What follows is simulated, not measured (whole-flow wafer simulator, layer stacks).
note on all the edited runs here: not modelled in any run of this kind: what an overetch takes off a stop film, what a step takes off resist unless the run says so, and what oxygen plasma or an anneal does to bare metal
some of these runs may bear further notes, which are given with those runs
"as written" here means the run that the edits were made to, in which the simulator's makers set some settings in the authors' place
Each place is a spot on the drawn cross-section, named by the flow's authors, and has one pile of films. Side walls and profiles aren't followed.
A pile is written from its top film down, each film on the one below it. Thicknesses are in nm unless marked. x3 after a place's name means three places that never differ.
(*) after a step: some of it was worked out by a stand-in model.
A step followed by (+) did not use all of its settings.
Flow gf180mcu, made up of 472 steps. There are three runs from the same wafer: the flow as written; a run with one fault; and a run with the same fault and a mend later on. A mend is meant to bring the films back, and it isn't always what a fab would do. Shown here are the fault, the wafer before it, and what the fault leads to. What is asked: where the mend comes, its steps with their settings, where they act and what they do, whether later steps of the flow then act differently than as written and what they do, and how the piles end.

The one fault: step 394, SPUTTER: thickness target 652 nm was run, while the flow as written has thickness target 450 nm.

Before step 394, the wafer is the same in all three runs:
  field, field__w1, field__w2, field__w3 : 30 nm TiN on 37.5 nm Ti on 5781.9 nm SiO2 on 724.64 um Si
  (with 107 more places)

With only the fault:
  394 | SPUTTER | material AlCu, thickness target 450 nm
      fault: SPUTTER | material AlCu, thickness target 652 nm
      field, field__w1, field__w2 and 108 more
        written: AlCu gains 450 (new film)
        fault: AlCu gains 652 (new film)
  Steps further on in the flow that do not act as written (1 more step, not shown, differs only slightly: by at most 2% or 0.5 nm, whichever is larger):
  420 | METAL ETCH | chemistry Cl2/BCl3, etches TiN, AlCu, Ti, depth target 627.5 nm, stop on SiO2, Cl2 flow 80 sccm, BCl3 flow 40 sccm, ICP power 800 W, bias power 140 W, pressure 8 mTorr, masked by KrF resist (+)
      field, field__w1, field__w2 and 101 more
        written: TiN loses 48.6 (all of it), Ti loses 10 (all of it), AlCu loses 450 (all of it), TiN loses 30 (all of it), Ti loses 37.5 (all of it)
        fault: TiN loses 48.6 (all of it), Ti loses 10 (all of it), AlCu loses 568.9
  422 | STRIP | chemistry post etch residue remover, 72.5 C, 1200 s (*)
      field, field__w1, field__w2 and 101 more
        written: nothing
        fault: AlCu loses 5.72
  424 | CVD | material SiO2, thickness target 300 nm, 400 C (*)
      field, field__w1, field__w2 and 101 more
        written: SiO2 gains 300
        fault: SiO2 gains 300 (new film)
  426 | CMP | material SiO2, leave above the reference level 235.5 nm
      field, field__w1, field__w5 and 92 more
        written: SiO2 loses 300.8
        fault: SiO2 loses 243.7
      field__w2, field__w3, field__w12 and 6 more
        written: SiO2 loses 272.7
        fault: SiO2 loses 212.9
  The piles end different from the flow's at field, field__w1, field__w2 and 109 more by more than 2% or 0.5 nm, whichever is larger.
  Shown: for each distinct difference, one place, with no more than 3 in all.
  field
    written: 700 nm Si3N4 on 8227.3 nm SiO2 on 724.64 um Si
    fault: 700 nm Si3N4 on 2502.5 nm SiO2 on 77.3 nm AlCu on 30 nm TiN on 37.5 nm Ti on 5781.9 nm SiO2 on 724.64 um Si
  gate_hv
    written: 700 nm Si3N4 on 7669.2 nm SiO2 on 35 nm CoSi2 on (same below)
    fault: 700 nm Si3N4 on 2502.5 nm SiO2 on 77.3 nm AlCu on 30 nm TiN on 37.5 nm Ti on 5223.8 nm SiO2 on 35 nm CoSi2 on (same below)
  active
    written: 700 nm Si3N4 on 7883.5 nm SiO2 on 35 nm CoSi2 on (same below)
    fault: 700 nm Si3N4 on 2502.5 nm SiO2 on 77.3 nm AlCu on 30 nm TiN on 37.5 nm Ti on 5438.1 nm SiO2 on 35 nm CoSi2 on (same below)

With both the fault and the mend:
  The mend stands after step 394.
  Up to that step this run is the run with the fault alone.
  394a | METAL ETCH | chemistry Cl2/BCl3, etches TiN, AlCu, Ti, depth target 202 nm, Cl2 flow 80 sccm, BCl3 flow 40 sccm, ICP power 800 W, bias power 140 W, pressure 8 mTorr (the flow's step 260, run once more with other settings)
      field, field__w1, field__w2 and 108 more
        AlCu loses 202
  Every later step of the flow that is run acts as written at every place that is followed.
  By the end, the piles equal the flow's at every place that both follow.
